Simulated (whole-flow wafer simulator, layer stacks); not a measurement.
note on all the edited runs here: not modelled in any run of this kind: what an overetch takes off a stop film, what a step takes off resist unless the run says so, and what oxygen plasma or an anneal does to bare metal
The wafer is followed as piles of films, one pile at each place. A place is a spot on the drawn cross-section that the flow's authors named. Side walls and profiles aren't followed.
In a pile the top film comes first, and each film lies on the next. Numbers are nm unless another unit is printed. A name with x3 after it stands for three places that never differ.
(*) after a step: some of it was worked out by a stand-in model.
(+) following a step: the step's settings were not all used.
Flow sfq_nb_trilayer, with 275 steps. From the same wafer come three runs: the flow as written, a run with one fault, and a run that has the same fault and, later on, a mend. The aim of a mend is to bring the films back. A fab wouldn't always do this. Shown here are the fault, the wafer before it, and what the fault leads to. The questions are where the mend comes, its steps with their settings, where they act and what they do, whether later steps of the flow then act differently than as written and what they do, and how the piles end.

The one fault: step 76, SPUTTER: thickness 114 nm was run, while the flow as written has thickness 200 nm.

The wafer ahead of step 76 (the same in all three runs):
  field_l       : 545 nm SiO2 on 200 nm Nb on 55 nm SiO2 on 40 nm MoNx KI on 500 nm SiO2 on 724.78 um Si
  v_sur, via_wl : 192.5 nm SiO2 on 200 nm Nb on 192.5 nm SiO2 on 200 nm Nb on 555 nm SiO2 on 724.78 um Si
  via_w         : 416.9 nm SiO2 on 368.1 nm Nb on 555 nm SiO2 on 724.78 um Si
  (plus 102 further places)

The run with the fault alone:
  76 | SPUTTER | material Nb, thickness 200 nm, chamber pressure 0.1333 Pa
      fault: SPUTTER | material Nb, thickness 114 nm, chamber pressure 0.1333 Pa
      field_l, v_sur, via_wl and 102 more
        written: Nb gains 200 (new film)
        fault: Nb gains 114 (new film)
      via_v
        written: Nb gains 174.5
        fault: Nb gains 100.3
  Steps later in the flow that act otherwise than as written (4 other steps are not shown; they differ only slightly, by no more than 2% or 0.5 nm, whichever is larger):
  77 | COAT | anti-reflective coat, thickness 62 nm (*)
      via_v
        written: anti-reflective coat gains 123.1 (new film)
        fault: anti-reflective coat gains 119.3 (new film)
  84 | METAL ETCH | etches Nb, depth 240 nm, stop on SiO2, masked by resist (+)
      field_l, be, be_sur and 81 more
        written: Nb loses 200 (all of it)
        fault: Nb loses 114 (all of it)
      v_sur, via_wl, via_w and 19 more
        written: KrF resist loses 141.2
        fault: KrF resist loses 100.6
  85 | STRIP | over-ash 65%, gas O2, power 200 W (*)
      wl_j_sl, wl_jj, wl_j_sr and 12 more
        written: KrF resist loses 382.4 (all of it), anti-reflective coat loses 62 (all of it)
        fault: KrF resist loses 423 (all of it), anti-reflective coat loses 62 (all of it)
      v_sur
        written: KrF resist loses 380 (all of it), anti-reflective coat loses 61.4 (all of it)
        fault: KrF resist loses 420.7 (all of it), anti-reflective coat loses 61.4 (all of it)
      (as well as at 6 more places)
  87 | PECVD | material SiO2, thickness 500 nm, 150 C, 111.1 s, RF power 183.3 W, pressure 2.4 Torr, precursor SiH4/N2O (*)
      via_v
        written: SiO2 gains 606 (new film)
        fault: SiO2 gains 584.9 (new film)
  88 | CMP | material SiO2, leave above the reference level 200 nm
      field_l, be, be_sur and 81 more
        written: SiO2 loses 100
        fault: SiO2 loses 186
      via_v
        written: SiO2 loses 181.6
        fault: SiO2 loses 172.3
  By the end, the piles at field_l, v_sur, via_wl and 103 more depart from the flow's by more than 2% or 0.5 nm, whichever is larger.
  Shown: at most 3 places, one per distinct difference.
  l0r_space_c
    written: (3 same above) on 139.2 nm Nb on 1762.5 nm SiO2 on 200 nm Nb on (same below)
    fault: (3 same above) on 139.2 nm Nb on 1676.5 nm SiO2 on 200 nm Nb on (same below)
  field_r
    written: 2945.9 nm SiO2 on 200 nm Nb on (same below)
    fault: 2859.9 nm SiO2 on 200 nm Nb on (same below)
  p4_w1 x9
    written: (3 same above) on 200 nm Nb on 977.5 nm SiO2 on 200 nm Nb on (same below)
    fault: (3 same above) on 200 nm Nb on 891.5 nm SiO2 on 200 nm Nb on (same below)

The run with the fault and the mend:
  The mend stands after step 82.
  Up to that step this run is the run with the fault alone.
  82a | STRIP | over-ash 65%, gas O2, power 200 W (*)
      p4_fl x3, p4_w1 x9, p4_g1 x2 and 48 more
        anti-reflective coat loses 62 (all of it)
      wl_j_sl, wl_jj, wl_j_sr and 12 more
        KrF resist loses 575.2 (all of it), anti-reflective coat loses 62 (all of it)
      moat, field_r, lsp_l and 6 more
        anti-reflective coat loses 61.8 (all of it)
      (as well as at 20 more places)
  82b | SPUTTER | material Nb, thickness 86 nm, chamber pressure 0.1333 Pa (the flow's step 76 again, with other settings)
      field_l, v_sur, via_wl and 102 more
        Nb gains 86
      via_v
        Nb gains 70
  82c | COAT | anti-reflective coat, thickness 62 nm (*) (the flow's step 77 again)
      p4_fl x3, p4_w1 x9, p4_g1 x2 and 63 more
        anti-reflective coat gains 62 (new film)
      moat, field_r, lsp_l and 6 more
        anti-reflective coat gains 61.8 (new film)
      be_r, r_sur, res, r_end
        anti-reflective coat gains 61.7 (new film)
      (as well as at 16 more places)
  82d | COAT | KrF resist, thickness 600 nm (*) (the flow's step 78 again)
      p4_fl x3, p4_w1 x9, p4_g1 x2 and 63 more
        KrF resist gains 600 (new film)
      field_r, lsp_l, ln_m5, l0v
        KrF resist gains 599.5 (new film)
      lsp_m, ln_m6, lsp_r, l0_sur
        KrF resist gains 599.6 (new film)
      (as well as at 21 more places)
  82e | SOFTBAKE | KrF resist (the flow's step 79 again)
      does not change any film at any place that is followed
  82f | EXPOSE | photomask M2, dose 12.11 mJ/cm2, NA 0.6, wavelength 248 nm (*) (the flow's step 80 again)
      does not change any film at any place that is followed
  82g | PEB | KrF resist, 90 s (the flow's step 81 again)
      field_l, v_sur, via_wl and 97 more
        KrF resist loses 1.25
      via_w, via_wr, via_sp, wire, be
        KrF resist loses 1.24
      via_v
        KrF resist loses 1.6
  82h | DEVELOP | KrF resist, thickness 600 nm, 60 s (the flow's step 82 again)
      p4_fl x3, p4_w1 x9, p4_g1 x2 and 48 more
        KrF resist loses 598.7 (all of it)
      v_sur, via_wl, via_w and 19 more
        KrF resist loses 23.5
      lsp_l, ln_m5, lsp_m, ln_m6, lsp_r, l0_sur, l0v
        KrF resist loses 598.3 (all of it)
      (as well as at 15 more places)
  Every later step of the flow that is run acts as written, at every place that is followed, to within 2% or 0.5 nm, whichever is larger.
  At the end the piles are close to the flow's at the places that both follow, differing by at most 2% or 0.5 nm, whichever is larger.
